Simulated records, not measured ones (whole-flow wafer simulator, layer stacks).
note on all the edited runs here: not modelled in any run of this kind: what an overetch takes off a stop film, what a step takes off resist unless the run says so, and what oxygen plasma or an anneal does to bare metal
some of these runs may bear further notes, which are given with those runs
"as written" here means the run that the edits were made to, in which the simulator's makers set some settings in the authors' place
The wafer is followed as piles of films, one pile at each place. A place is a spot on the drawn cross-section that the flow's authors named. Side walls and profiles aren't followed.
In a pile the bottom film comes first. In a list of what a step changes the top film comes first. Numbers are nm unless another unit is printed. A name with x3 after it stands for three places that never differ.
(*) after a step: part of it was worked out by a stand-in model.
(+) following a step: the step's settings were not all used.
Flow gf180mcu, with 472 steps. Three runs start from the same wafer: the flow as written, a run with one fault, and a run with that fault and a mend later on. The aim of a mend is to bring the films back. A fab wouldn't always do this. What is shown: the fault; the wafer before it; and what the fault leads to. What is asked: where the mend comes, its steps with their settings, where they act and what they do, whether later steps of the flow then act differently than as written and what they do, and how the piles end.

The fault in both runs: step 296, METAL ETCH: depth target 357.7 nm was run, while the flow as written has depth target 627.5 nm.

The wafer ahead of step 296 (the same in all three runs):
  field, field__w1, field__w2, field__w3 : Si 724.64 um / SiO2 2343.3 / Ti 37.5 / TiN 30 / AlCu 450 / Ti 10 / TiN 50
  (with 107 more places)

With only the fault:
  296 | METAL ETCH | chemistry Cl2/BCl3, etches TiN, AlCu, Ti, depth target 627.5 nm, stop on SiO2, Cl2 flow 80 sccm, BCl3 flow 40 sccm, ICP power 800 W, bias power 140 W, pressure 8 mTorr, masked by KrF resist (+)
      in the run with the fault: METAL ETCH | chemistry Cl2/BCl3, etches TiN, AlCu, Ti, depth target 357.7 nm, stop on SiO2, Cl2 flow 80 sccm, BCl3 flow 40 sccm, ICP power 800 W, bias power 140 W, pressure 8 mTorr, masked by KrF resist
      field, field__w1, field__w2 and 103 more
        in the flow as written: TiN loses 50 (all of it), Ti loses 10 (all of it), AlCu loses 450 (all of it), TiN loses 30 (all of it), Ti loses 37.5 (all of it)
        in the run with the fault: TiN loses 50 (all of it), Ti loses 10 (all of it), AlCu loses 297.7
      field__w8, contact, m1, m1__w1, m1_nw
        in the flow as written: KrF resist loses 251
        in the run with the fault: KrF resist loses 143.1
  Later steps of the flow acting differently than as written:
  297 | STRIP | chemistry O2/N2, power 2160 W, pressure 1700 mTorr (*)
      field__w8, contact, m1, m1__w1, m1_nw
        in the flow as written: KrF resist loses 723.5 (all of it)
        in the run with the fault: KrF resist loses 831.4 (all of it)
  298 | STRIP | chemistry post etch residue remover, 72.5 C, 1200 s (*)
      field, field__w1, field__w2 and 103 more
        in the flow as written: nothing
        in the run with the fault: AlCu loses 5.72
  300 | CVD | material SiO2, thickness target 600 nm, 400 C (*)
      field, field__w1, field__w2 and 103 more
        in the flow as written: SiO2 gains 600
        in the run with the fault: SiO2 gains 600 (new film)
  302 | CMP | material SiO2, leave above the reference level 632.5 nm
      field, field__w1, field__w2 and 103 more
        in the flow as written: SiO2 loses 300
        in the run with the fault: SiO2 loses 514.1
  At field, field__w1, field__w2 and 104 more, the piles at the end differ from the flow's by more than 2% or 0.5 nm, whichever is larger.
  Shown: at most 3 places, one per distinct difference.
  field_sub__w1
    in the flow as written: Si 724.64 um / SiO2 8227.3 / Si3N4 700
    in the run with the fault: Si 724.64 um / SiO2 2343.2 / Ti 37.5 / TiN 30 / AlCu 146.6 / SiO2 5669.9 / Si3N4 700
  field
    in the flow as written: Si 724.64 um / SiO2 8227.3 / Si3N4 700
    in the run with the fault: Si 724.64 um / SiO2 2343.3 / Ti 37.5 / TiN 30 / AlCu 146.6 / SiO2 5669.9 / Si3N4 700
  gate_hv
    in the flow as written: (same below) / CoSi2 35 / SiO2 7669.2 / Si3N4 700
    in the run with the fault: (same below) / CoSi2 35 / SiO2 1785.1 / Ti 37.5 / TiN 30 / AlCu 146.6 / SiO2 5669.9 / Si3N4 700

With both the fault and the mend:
  The mend stands after step 296.
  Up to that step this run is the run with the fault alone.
  296a | METAL ETCH | chemistry Cl2/BCl3, etches TiN, AlCu, Ti, depth target 269.8 nm, stop on SiO2, Cl2 flow 80 sccm, BCl3 flow 40 sccm, ICP power 800 W, bias power 140 W, pressure 8 mTorr, masked by KrF resist (+) (the flow's step 296, run once more with other settings)
      field, field__w1, field__w2 and 103 more
        AlCu loses 152.3 (all of it), TiN loses 30 (all of it), Ti loses 37.5 (all of it)
      field__w8, contact, m1, m1__w1, m1_nw
        KrF resist loses 107.9
  None of the later steps of the flow acts differently than as written at any place that is followed.
  The piles end the same as the flow's at every place that both follow.
